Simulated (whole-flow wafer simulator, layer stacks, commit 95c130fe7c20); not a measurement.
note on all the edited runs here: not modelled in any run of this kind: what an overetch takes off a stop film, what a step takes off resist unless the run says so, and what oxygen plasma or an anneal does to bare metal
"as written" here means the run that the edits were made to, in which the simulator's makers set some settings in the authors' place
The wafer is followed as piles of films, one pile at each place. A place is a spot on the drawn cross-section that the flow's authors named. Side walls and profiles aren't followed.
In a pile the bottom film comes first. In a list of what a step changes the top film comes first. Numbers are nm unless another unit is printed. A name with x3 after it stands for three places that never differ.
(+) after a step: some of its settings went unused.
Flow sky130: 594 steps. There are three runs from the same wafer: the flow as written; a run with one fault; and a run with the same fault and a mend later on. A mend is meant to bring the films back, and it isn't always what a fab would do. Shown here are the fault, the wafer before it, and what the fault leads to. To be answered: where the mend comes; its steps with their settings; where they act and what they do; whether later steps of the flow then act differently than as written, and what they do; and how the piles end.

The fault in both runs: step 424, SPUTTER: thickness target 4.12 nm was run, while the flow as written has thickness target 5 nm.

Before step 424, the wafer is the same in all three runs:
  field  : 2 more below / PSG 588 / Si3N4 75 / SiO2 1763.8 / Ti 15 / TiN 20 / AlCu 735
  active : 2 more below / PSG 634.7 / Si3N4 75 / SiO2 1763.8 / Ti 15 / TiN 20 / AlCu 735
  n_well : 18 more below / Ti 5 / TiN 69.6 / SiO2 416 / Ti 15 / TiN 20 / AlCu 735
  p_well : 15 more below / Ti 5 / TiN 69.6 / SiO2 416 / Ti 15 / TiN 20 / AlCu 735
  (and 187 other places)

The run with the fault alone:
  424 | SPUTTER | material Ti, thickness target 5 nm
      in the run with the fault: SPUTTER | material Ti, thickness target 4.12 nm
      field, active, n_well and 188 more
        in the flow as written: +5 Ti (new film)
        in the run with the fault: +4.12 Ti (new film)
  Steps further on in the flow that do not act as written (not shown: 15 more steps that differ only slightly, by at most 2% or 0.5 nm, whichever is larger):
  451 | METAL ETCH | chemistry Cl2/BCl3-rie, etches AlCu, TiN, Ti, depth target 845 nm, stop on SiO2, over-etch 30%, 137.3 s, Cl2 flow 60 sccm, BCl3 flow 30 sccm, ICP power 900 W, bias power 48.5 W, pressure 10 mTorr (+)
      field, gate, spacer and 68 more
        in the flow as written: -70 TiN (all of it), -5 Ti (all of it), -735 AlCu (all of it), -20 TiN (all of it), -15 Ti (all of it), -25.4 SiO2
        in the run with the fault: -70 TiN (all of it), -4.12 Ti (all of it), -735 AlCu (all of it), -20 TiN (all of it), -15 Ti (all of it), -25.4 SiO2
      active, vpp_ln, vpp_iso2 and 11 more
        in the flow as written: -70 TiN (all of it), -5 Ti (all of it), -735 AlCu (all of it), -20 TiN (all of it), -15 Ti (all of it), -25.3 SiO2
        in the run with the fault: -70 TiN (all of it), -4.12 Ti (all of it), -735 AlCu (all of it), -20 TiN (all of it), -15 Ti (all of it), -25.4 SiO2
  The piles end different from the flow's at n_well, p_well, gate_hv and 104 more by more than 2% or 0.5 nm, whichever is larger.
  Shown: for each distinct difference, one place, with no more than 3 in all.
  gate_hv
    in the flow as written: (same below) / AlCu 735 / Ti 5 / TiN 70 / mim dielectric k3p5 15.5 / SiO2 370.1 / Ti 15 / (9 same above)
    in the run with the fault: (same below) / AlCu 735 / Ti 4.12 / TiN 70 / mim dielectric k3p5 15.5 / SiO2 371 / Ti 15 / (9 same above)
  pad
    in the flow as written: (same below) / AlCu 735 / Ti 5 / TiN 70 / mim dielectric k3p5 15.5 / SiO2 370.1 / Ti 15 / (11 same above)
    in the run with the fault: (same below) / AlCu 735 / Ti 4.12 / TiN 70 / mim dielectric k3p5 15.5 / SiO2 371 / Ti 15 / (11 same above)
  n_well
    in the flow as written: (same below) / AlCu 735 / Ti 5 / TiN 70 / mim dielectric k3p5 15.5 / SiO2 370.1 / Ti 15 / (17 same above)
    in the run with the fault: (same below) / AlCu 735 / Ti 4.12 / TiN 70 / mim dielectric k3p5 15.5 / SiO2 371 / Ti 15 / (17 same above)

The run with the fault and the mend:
  After step 424 comes the mend.
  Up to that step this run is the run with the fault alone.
  424a | SPUTTER | material Ti, thickness target 0.88 nm (a further turn of the flow's step 424, with different settings)
      field, active, n_well and 188 more
        +0.88 Ti
  None of the later steps of the flow acts differently than as written at any place that is followed.
  At every place that both follow, the piles at the end match the flow's.
